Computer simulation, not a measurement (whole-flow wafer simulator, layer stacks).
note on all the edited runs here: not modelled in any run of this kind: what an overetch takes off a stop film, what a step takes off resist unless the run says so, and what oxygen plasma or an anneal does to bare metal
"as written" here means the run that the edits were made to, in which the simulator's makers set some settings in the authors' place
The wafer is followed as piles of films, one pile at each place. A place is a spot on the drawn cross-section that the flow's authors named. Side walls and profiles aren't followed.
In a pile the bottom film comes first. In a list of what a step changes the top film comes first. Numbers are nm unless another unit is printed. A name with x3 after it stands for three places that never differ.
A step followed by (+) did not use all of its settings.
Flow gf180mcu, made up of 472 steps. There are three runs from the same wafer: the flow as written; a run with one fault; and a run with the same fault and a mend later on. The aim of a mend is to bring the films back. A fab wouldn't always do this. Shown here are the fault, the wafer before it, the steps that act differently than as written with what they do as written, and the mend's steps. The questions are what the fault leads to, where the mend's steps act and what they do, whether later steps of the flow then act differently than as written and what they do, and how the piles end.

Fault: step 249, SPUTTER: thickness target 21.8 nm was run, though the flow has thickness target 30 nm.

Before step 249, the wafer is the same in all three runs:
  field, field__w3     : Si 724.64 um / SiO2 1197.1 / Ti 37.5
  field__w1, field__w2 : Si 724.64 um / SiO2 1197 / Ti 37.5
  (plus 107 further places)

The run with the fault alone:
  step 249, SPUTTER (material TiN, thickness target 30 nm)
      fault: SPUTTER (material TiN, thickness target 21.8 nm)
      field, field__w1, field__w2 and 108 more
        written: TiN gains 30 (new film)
        fault: TiN gains 21.8 (new film)
  Steps later in the flow that act otherwise than as written:
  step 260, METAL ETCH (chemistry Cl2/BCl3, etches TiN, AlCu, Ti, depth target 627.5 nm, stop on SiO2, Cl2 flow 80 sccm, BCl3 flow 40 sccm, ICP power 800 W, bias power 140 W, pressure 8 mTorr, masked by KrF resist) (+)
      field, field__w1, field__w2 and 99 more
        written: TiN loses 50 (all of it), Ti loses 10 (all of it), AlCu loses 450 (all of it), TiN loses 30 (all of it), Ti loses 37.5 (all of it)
        fault: TiN loses 50 (all of it), Ti loses 10 (all of it), AlCu loses 450 (all of it), TiN loses 21.8 (all of it), Ti loses 37.5 (all of it)
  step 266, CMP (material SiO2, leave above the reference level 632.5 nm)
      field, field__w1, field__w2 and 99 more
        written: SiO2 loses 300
        fault: SiO2 loses 308.2
  By the end, the piles at field__w8, contact, m1 and 6 more depart from the flow's by more than 2% or 0.5 nm, whichever is larger.
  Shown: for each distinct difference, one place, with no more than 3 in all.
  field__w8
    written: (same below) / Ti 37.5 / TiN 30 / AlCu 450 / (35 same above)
    fault: (same below) / Ti 37.5 / TiN 21.8 / AlCu 450 / (35 same above)
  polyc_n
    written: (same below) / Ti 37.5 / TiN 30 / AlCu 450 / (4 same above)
    fault: (same below) / Ti 37.5 / TiN 21.8 / AlCu 450 / (4 same above)
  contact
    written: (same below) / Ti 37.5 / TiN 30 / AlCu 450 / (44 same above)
    fault: (same below) / Ti 37.5 / TiN 21.8 / AlCu 450 / (44 same above)

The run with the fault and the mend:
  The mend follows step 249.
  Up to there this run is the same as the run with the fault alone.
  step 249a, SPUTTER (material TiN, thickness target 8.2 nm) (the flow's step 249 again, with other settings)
      field, field__w1, field__w2 and 108 more
        TiN gains 8.2
  None of the later steps of the flow acts differently than as written at any place that is followed.
  The piles end the same as the flow's at every place that both follow.
